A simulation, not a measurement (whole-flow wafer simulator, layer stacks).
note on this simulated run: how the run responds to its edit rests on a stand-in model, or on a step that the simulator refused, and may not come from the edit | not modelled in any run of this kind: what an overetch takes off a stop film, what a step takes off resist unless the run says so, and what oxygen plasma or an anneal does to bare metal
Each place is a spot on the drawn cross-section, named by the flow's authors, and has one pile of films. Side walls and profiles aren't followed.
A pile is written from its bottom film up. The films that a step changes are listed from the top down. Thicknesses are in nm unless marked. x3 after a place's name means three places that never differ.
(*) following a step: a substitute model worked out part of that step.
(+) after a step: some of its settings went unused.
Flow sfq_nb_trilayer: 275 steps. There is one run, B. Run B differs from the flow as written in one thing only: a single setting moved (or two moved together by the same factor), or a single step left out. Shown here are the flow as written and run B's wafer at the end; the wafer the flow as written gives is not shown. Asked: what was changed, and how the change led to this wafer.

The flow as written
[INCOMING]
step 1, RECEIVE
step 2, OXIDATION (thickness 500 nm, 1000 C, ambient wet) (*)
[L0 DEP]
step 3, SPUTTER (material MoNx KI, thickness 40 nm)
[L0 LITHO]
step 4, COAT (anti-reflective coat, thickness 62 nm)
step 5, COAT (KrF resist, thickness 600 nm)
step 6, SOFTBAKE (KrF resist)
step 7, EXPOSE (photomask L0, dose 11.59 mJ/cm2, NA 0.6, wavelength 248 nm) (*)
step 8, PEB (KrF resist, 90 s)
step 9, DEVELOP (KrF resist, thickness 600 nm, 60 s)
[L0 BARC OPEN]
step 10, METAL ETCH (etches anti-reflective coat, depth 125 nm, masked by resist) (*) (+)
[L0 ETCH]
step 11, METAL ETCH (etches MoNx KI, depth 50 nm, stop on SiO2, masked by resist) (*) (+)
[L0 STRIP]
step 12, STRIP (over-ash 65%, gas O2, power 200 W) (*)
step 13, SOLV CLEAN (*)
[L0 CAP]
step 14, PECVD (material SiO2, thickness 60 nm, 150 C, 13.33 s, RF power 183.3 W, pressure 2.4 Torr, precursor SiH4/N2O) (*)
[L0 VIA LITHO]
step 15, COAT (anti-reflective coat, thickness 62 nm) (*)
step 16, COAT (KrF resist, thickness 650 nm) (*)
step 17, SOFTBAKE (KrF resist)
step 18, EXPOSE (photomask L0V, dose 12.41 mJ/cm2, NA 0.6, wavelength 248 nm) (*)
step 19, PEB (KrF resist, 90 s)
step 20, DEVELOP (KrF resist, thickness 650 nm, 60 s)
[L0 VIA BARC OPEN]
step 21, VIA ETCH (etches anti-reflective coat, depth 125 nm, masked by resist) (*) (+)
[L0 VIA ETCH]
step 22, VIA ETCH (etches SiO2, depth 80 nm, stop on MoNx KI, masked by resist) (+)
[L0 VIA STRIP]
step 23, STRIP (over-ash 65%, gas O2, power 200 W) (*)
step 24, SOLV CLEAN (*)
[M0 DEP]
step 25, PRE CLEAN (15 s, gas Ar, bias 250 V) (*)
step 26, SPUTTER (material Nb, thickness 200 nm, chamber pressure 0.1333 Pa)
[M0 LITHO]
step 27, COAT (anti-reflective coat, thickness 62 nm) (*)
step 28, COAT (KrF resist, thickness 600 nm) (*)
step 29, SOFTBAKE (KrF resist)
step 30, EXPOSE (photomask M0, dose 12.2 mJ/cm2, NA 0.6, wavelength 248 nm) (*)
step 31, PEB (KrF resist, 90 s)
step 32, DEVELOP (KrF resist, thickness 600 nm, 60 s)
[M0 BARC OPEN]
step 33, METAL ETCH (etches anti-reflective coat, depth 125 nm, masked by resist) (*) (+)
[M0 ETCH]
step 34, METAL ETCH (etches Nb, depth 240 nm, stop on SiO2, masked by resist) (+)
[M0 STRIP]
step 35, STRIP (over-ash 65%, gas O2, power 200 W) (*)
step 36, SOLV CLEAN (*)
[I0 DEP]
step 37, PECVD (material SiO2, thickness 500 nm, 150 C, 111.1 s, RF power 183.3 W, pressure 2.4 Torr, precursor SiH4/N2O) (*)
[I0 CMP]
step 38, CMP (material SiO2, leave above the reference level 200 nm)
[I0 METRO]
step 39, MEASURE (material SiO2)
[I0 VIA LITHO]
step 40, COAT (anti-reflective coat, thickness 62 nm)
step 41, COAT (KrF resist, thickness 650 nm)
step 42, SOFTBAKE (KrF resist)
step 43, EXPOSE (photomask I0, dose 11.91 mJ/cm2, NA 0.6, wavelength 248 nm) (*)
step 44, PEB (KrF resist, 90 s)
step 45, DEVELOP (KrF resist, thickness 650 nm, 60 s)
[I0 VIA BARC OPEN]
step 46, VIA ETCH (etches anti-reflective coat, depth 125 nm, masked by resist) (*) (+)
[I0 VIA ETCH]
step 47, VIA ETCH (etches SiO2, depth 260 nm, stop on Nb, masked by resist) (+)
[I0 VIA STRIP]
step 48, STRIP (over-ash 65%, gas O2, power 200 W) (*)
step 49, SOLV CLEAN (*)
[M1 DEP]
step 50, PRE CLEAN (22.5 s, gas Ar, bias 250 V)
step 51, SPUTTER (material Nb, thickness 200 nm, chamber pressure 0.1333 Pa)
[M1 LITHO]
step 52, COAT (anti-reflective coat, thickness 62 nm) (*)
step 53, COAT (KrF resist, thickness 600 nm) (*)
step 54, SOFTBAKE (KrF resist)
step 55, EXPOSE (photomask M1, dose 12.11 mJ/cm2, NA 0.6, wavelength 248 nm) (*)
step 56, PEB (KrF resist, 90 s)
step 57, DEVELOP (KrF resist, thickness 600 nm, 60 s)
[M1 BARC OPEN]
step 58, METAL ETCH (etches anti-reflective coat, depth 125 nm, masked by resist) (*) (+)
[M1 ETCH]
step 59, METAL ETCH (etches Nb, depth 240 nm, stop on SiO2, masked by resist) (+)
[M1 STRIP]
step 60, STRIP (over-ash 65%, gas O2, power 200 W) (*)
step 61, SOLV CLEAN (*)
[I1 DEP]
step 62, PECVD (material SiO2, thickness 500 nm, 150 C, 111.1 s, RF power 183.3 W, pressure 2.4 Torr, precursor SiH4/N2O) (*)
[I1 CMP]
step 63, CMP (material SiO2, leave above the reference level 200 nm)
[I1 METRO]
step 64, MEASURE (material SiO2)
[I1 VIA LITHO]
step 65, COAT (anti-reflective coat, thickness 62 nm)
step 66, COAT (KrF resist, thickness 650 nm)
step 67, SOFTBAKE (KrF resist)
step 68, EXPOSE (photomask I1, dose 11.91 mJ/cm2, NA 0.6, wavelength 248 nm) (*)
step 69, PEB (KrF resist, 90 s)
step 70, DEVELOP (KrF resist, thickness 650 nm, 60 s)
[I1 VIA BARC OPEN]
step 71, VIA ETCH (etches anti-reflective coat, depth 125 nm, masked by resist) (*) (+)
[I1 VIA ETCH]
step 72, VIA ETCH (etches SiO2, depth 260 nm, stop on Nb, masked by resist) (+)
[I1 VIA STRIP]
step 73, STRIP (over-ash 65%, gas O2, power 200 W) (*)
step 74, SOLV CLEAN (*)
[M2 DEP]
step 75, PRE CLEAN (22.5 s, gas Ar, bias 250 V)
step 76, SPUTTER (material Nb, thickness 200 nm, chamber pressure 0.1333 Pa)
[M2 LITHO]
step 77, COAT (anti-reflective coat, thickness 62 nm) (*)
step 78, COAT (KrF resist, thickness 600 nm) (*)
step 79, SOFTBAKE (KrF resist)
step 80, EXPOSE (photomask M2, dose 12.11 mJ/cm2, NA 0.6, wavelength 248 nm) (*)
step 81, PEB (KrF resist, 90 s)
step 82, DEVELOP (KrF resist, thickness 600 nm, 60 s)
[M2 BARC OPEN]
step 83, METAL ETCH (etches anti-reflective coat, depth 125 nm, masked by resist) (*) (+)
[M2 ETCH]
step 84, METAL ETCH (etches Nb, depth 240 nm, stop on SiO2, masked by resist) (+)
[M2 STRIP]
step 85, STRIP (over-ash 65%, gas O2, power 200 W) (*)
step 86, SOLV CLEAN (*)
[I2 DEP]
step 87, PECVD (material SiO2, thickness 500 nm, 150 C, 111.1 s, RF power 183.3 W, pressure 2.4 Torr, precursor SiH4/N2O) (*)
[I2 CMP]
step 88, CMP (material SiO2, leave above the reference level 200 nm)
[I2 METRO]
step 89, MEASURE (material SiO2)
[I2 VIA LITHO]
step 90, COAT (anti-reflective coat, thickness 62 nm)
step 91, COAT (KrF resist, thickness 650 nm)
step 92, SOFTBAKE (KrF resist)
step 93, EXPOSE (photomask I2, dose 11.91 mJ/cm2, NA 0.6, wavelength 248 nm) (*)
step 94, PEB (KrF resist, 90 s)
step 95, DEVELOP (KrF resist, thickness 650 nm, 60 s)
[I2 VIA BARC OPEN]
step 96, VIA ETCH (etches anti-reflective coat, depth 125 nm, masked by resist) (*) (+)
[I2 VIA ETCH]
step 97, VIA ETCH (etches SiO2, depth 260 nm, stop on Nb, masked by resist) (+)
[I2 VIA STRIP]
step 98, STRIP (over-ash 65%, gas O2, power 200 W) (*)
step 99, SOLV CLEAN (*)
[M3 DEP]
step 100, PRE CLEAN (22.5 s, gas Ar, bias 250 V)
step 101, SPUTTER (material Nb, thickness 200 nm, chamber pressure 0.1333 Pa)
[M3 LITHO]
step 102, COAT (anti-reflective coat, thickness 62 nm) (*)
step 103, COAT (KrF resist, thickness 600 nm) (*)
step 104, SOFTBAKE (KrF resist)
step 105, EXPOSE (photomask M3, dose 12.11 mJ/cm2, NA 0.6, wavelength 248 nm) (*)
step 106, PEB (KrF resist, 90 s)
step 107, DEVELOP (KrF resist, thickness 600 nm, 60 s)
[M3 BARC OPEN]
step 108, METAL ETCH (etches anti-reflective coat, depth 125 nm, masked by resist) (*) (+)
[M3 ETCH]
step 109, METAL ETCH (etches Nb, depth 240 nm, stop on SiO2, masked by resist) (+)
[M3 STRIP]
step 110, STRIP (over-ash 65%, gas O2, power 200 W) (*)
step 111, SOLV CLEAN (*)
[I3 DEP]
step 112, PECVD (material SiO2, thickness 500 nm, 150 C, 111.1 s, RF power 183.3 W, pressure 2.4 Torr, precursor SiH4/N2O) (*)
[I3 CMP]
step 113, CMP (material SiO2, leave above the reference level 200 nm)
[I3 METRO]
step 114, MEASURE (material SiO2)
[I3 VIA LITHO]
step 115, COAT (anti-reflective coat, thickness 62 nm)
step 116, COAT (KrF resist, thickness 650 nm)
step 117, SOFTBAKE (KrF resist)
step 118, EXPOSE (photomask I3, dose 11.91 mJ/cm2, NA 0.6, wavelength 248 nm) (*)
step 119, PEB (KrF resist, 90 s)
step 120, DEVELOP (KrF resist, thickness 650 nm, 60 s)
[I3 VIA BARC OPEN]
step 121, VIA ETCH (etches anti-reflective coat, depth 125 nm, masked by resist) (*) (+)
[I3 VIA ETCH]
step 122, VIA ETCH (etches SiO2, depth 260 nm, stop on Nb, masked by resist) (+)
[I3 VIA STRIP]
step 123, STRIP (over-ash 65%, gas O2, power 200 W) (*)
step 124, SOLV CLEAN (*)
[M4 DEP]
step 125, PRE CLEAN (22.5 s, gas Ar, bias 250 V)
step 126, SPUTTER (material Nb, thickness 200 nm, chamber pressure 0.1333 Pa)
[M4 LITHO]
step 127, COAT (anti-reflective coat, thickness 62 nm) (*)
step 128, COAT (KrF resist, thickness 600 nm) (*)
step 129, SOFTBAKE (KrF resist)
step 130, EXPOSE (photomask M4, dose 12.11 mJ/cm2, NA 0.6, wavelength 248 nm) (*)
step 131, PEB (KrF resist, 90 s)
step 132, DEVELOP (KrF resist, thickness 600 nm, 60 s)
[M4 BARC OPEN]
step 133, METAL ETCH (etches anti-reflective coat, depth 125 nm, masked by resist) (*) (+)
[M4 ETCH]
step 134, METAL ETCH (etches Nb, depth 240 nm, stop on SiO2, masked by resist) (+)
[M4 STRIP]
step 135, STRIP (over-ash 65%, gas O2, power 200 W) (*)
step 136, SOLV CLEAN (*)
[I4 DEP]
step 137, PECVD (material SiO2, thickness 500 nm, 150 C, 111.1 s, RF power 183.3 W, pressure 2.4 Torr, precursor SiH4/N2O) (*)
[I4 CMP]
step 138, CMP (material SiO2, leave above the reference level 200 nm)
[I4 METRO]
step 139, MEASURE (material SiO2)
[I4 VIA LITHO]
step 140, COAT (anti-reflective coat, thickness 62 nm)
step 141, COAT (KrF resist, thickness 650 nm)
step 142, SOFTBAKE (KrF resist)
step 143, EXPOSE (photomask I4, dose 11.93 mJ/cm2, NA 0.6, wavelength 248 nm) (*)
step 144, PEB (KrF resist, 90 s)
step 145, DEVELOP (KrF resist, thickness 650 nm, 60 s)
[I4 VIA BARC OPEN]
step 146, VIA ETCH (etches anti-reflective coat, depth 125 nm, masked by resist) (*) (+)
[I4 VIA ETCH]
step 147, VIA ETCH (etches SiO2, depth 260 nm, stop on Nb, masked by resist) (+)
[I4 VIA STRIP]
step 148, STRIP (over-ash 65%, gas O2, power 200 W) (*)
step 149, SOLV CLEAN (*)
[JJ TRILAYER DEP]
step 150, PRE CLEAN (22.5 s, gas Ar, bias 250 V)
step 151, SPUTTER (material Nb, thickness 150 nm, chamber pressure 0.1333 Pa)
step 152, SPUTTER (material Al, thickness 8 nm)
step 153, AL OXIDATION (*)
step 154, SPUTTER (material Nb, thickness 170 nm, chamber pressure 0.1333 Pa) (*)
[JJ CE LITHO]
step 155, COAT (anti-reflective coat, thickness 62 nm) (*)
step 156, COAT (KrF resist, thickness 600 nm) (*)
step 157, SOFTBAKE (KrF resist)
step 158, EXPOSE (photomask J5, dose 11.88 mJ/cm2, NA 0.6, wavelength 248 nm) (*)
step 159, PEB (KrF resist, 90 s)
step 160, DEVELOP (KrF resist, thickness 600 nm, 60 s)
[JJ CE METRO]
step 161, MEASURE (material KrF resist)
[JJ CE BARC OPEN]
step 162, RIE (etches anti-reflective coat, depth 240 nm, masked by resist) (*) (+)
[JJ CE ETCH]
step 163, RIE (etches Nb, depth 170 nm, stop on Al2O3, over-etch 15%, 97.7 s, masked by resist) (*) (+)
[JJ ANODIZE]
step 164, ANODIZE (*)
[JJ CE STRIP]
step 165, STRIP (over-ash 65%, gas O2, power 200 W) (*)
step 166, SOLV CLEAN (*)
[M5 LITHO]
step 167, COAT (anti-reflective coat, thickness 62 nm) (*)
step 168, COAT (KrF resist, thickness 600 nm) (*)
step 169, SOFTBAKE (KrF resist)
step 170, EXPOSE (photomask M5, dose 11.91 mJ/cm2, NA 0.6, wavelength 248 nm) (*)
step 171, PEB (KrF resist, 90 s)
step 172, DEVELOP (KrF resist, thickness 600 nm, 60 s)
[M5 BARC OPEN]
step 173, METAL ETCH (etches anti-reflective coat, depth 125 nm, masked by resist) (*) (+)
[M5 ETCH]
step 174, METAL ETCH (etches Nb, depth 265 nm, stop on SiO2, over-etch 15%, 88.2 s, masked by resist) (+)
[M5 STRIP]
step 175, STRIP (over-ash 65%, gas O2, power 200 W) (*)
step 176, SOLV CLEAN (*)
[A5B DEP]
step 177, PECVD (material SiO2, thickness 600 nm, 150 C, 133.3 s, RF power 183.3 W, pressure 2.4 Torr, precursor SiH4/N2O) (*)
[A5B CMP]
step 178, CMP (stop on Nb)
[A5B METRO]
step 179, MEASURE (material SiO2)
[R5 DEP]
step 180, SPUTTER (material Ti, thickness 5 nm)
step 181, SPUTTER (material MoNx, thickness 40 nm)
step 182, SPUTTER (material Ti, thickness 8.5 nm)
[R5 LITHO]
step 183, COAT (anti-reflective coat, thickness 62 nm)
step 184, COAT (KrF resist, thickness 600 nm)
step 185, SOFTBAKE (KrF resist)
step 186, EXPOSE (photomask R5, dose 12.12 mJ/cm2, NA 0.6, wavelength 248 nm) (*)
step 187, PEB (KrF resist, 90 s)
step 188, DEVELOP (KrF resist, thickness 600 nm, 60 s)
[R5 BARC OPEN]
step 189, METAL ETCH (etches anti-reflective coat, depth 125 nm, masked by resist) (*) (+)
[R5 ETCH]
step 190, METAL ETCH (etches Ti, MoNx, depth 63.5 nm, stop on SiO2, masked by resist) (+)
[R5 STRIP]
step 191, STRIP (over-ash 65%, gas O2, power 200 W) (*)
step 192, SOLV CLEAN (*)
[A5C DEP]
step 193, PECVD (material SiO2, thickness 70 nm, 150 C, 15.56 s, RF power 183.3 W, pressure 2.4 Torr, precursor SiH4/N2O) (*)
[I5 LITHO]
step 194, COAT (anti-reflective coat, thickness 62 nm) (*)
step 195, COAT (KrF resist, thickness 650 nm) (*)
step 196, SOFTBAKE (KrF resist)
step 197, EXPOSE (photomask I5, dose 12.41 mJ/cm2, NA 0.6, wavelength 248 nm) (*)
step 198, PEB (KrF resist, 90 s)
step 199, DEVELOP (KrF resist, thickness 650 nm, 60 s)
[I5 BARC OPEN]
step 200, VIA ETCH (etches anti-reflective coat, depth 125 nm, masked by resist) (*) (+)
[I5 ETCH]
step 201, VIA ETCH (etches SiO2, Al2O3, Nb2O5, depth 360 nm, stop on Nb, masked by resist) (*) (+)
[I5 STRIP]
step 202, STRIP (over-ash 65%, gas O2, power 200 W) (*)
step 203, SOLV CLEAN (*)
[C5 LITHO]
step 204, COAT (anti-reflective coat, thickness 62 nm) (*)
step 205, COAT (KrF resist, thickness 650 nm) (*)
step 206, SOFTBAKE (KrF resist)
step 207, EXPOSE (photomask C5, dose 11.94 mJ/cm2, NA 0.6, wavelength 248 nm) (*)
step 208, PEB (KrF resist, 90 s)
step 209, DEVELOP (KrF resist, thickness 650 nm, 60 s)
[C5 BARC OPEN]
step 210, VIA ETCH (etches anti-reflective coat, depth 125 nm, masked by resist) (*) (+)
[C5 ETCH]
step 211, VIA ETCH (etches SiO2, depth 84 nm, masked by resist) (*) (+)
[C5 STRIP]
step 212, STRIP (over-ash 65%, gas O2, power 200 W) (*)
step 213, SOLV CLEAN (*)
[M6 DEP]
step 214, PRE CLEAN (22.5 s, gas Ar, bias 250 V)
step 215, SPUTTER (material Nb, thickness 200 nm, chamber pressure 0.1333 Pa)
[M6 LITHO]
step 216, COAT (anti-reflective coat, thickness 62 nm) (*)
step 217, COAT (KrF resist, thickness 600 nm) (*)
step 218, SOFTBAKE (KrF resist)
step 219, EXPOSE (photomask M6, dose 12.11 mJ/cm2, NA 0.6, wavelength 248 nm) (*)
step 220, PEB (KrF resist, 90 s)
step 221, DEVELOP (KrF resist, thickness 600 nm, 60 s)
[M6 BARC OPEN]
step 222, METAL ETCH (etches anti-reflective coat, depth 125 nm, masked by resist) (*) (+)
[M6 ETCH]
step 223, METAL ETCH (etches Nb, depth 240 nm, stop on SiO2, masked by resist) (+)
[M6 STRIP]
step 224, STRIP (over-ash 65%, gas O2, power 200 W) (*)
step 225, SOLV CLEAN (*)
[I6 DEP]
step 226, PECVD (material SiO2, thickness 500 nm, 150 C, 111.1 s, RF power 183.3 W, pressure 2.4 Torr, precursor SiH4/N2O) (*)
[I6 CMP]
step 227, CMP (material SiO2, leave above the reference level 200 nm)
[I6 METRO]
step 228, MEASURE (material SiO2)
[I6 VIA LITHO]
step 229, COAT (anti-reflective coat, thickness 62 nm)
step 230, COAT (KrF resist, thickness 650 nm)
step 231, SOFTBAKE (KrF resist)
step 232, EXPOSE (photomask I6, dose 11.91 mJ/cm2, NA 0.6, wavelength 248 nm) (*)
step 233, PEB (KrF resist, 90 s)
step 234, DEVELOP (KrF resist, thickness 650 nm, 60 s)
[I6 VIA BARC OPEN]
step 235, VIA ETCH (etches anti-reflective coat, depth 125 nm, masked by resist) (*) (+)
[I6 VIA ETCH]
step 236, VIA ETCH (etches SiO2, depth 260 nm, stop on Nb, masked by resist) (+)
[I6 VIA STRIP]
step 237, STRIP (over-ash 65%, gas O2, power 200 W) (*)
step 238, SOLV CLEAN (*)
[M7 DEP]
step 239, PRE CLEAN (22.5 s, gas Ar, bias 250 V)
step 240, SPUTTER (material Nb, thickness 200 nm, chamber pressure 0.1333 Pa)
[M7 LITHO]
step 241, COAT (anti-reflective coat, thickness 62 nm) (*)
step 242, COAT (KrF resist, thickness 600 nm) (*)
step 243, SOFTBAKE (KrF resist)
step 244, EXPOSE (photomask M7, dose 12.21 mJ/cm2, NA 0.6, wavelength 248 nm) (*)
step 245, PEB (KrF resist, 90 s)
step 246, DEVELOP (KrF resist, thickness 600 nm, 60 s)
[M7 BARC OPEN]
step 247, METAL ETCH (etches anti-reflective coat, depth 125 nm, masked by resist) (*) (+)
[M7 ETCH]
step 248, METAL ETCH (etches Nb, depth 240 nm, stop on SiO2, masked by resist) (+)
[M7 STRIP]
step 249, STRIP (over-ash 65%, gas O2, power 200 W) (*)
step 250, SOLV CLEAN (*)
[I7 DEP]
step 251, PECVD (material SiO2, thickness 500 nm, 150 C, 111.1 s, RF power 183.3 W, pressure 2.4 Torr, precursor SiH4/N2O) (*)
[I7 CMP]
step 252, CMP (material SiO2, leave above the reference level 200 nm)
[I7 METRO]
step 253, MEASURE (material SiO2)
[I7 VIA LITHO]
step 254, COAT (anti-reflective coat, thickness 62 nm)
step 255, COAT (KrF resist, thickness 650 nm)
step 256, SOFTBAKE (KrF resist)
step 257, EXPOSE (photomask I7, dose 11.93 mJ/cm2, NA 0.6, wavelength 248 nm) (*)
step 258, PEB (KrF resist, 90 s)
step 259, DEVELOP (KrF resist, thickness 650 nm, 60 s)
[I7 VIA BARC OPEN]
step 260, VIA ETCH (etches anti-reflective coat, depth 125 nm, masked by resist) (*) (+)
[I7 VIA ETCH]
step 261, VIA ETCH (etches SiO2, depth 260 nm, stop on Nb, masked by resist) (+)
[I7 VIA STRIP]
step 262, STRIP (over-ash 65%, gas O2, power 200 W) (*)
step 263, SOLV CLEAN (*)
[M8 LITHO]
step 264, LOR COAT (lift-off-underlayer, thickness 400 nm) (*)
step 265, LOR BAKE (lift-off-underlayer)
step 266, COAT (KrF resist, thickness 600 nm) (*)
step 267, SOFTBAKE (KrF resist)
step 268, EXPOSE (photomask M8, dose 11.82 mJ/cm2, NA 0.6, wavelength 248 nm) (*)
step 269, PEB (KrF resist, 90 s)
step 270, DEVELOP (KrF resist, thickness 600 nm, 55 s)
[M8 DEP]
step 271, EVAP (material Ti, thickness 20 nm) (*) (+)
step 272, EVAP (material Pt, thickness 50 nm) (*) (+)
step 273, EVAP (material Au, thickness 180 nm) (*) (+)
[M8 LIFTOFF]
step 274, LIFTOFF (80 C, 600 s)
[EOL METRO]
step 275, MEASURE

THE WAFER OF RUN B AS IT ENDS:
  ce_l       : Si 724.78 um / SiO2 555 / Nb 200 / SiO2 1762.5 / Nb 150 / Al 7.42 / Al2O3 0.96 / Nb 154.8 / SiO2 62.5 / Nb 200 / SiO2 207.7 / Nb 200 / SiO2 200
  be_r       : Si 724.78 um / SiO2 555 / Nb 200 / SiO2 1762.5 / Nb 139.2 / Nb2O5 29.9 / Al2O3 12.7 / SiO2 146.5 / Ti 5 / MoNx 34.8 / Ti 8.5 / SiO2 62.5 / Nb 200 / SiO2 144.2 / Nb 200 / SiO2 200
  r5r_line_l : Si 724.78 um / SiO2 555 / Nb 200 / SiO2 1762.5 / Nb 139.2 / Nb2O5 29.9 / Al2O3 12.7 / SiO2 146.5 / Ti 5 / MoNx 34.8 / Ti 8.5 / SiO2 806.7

Cause: step 181, SPUTTER: thickness 34.8 nm was run, while the flow as written has thickness 40 nm.
The wafer itself shows it: be_r has MoNx 34.8, and step 181 as written asks for 40 nm.

How this came from the change, step by step:
  step 181, SPUTTER (material MoNx, thickness 40 nm)
      field_l, v_sur, via_wl and 103 more: MoNx gains 34.8 (new film) (it would be, as written: MoNx gains 40 (new film))
  step 190, METAL ETCH (etches Ti, MoNx, depth 63.5 nm, stop on SiO2, masked by resist) (+)
      field_l, v_sur, via_wl and 92 more: Ti loses 8.5 (all of it), MoNx loses 34.8 (all of it), Ti loses 5 (all of it) (it would be, as written: Ti loses 8.5 (all of it), MoNx loses 40 (all of it), Ti loses 5 (all of it))
      ce_l, c5j, ce_r, wl_jj: Ti loses 8.5 (all of it), MoNx loses 34.8 (all of it), Ti loses 5 (all of it), Nb loses 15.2 (it would be, as written: Ti loses 8.5 (all of it), MoNx loses 40 (all of it), Ti loses 5 (all of it), Nb loses 10)
  step 194, COAT (anti-reflective coat, thickness 62 nm) (*)
      r5r_spacepad_l, r5r_spacepad_r: anti-reflective coat gains 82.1 (new film) (it would be, as written: anti-reflective coat gains 84.4 (new film))
      ce_l: anti-reflective coat gains 69.5 (new film) (it would be, as written: anti-reflective coat gains 67.2 (new film))
      (and at 5 other places as well)
  step 202, STRIP (over-ash 65%, gas O2, power 200 W) (*)
      r5r_spacepad_l, r5r_spacepad_r: KrF resist loses 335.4 (all of it), anti-reflective coat loses 82.1 (all of it) (it would be, as written: KrF resist loses 335.6 (all of it), anti-reflective coat loses 84.4 (all of it))
      ce_l: KrF resist loses 342.9 (all of it), anti-reflective coat loses 69.5 (all of it) (it would be, as written: KrF resist loses 341.5 (all of it), anti-reflective coat loses 67.2 (all of it))
      (and at 5 other places as well)
  step 204, COAT (anti-reflective coat, thickness 62 nm) (*)
      r5r_spacepad_l, r5r_spacepad_r: anti-reflective coat gains 82.1 (new film) (it would be, as written: anti-reflective coat gains 84.4 (new film))
      ce_l: anti-reflective coat gains 68.3 (new film) (it would be, as written: anti-reflective coat gains 66 (new film))
      (and at 4 other places as well)
  step 210, VIA ETCH (etches anti-reflective coat, depth 125 nm, masked by resist) (*) (+)
      c5j: anti-reflective coat loses 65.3 (all of it), SiO2 loses 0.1 (it would be, as written: anti-reflective coat loses 63.9 (all of it), SiO2 loses 0.11)
  step 212, STRIP (over-ash 65%, gas O2, power 200 W) (*)
      r5r_spacepad_l, r5r_spacepad_r: KrF resist loses 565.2 (all of it), anti-reflective coat loses 82.1 (all of it) (it would be, as written: KrF resist loses 565.8 (all of it), anti-reflective coat loses 84.4 (all of it))
      ce_l: KrF resist loses 568.4 (all of it), anti-reflective coat loses 68.3 (all of it) (it would be, as written: KrF resist loses 567.4 (all of it), anti-reflective coat loses 66 (all of it))
      (and at 3 other places as well)
  step 216, COAT (anti-reflective coat, thickness 62 nm) (*)
      r5r_spacepad_l, r5r_spacepad_r: anti-reflective coat gains 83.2 (new film) (it would be, as written: anti-reflective coat gains 85.7 (new film))
      ce_l: anti-reflective coat gains 49.7 (new film) (it would be, as written: anti-reflective coat gains 48 (new film))
      (and at 4 other places as well)
  step 222, METAL ETCH (etches anti-reflective coat, depth 125 nm, masked by resist) (*) (+)
      r5r_spacepad_l, r5r_spacepad_r: anti-reflective coat loses 83.2 (all of it) (it would be, as written: anti-reflective coat loses 85.7 (all of it))
  step 224, STRIP (over-ash 65%, gas O2, power 200 W) (*)
      ce_l: KrF resist loses 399 (all of it), anti-reflective coat loses 49.7 (all of it) (it would be, as written: KrF resist loses 397.1 (all of it), anti-reflective coat loses 48 (all of it))
      ce_r: KrF resist loses 404.8 (all of it), anti-reflective coat loses 50.5 (all of it) (it would be, as written: KrF resist loses 403.5 (all of it), anti-reflective coat loses 48.8 (all of it))
      (and at 3 other places as well)
  step 227, CMP (material SiO2, leave above the reference level 200 nm)
      r5r_line_l, r5r_line_c, r5r_line_r: SiO2 loses 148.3 (it would be, as written: SiO2 loses 153.5)
      r5r_spacepad_l, r5r_spacepad_r: SiO2 loses 145.8 (it would be, as written: SiO2 loses 153.5)
      (and at 1 other place as well)
